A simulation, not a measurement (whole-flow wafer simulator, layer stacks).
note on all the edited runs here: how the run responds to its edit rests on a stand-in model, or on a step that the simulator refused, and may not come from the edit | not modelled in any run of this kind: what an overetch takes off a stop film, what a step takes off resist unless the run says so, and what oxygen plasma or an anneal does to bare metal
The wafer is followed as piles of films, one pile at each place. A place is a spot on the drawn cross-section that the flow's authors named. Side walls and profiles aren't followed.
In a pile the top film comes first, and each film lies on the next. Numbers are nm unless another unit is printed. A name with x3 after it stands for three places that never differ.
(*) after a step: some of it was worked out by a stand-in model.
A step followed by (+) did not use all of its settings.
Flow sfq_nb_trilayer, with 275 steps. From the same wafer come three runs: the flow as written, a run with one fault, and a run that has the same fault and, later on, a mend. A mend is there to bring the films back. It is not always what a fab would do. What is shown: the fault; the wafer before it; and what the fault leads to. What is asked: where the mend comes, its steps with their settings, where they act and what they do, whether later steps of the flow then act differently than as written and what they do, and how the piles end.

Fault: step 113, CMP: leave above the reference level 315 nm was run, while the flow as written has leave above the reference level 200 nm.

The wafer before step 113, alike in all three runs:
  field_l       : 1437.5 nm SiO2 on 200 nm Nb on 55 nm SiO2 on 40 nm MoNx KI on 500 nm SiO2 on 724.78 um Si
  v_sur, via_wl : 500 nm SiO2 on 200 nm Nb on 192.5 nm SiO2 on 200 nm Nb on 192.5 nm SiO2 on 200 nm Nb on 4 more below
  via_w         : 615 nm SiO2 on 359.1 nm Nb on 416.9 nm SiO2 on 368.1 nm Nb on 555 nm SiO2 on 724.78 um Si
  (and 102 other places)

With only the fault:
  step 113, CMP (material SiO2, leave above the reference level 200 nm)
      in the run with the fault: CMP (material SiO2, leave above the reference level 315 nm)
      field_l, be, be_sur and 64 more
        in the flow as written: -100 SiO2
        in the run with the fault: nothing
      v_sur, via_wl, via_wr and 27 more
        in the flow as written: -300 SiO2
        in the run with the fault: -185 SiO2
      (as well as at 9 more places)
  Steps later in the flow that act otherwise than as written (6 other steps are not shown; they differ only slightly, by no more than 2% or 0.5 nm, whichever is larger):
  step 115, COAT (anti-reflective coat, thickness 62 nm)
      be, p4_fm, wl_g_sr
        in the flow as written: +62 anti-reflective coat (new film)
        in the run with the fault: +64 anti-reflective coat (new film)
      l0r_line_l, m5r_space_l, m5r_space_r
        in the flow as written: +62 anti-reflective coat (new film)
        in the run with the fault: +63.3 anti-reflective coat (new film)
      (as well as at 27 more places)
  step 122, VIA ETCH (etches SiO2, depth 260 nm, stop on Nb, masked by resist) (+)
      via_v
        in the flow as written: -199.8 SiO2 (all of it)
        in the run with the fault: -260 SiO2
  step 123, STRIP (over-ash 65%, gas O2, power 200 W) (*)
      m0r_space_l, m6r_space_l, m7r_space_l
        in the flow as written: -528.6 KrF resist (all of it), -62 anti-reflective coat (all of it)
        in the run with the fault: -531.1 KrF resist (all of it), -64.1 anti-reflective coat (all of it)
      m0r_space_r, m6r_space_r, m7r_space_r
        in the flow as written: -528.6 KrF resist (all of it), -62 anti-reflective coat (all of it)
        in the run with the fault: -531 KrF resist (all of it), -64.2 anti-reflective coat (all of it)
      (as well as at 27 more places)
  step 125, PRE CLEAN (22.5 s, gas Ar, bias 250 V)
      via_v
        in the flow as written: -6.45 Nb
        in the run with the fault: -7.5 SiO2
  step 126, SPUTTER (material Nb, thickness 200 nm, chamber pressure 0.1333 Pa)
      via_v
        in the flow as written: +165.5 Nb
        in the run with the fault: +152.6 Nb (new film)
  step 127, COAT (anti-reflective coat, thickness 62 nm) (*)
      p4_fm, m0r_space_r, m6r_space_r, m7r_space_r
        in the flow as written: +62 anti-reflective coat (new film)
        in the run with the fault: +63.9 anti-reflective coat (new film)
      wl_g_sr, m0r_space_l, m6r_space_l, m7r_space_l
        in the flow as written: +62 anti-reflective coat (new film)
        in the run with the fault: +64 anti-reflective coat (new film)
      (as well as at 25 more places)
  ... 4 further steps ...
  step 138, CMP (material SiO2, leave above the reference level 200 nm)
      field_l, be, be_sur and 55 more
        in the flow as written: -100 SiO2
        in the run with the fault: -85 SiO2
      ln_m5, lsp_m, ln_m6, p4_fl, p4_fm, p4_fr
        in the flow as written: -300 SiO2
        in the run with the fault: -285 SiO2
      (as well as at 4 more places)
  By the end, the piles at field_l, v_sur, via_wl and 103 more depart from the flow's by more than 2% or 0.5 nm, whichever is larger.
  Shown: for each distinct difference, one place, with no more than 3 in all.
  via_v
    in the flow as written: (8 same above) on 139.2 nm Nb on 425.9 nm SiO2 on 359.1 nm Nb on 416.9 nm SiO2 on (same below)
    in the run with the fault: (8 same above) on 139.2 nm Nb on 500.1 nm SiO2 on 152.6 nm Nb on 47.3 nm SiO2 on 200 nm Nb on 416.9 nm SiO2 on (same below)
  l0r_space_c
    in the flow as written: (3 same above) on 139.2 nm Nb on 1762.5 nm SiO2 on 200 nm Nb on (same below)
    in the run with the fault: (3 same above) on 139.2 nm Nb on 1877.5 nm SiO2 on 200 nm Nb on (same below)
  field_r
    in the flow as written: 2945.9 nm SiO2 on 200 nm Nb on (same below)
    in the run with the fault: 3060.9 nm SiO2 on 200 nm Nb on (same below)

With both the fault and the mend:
  The mend follows step 120.
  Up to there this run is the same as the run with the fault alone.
  step 120a, STRIP (over-ash 65%, gas O2, power 200 W) (*)
      m0r_line_l, m0r_line_r, m6r_line_l, m6r_line_r, m7r_line_l, m7r_line_r
        -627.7 KrF resist (all of it), -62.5 anti-reflective coat (all of it)
      r_sur, res, r_end, ln_m6, lsp_r
        -625.9 KrF resist (all of it), -62.1 anti-reflective coat (all of it)
      moat, field_r, lsp_l, ln_m5, lsp_m
        -625.8 KrF resist (all of it), -62.1 anti-reflective coat (all of it)
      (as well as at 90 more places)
  step 120b, CMP (material SiO2, leave above the reference level 200 nm) (a further turn of the flow's step 113)
      field_l, be, be_sur and 64 more
        -100 SiO2
      v_sur, via_wl, via_w and 36 more
        -115 SiO2
  step 120c, COAT (anti-reflective coat, thickness 62 nm) (a further turn of the flow's step 115)
      field_l, v_sur, via_wl and 103 more
        +62 anti-reflective coat (new film)
  step 120d, COAT (KrF resist, thickness 650 nm) (a further turn of the flow's step 116)
      field_l, v_sur, via_wl and 103 more
        +650 KrF resist (new film)
  step 120e, SOFTBAKE (KrF resist) (a further turn of the flow's step 117)
      alters no film at any place that is followed
  step 120f, EXPOSE (photomask I3, dose 11.91 mJ/cm2, NA 0.6, wavelength 248 nm) (*) (a further turn of the flow's step 118)
      alters no film at any place that is followed
  step 120g, PEB (KrF resist, 90 s) (a further turn of the flow's step 119)
      field_l, v_sur, via_wl and 103 more
        -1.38 KrF resist
  step 120h, DEVELOP (KrF resist, thickness 650 nm, 60 s) (a further turn of the flow's step 120)
      field_l, v_sur, via_wl and 102 more
        -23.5 KrF resist
      via_v
        -648.6 KrF resist (all of it)
  Later steps of the flow that are run all act as written at every place that is followed.
  By the end, the piles equal the flow's at every place that both follow.
